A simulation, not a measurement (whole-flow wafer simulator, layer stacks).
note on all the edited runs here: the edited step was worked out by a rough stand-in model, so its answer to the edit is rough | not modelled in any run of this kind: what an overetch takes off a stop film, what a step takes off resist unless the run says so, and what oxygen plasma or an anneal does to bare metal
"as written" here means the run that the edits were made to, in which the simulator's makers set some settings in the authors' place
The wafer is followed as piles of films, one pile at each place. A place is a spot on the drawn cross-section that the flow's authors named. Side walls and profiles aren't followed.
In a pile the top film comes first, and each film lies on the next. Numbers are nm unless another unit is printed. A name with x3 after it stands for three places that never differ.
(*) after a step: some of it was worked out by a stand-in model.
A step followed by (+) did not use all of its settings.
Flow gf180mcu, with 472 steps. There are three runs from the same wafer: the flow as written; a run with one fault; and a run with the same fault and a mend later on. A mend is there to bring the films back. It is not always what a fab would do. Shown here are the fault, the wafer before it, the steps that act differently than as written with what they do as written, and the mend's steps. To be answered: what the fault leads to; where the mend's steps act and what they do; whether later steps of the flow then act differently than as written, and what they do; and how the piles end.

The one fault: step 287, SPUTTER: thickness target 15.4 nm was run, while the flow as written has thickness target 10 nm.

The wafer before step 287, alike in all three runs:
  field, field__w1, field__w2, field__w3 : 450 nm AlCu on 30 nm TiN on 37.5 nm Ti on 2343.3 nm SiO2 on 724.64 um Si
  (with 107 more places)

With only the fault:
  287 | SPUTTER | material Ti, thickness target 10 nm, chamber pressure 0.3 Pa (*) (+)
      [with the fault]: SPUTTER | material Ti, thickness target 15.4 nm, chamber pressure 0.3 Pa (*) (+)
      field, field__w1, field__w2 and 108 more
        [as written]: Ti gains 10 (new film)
        [with the fault]: Ti gains 15.4 (new film)
  Later steps of the flow acting differently than as written (not shown: 5 more steps that differ only slightly, by at most 2% or 0.5 nm, whichever is larger):
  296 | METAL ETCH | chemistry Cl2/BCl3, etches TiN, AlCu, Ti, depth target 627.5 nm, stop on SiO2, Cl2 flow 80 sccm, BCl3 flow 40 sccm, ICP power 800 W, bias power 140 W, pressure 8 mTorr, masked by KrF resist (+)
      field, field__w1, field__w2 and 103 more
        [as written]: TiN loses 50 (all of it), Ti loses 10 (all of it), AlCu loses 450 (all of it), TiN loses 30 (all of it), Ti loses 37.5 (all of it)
        [with the fault]: TiN loses 50 (all of it), Ti loses 15.4 (all of it), AlCu loses 450 (all of it), TiN loses 30 (all of it), Ti loses 37.5 (all of it)
  The piles end different from the flow's at field__w8, contact, m1, m1__w1, m1_nw by more than 2% or 0.5 nm, whichever is larger.
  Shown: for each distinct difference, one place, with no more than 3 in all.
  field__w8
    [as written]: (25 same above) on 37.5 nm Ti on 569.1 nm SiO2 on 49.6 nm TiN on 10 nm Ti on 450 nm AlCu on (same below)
    [with the fault]: (25 same above) on 37.5 nm Ti on 563.7 nm SiO2 on 49.6 nm TiN on 15.4 nm Ti on 450 nm AlCu on (same below)
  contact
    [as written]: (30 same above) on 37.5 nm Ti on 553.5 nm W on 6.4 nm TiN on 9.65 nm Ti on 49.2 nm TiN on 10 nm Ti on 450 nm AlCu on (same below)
    [with the fault]: (30 same above) on 37.5 nm Ti on 548 nm W on 6.42 nm TiN on 9.68 nm Ti on 49.2 nm TiN on 15.4 nm Ti on 450 nm AlCu on (same below)

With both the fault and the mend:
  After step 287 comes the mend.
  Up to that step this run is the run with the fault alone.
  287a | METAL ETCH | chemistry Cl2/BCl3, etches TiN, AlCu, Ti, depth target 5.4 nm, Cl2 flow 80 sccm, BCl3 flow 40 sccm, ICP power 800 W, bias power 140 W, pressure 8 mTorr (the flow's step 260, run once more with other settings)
      field, field__w1, field__w2 and 108 more
        Ti loses 5.4
  Later steps of the flow that are run all act as written at every place that is followed.
  By the end, the piles equal the flow's at every place that both follow.
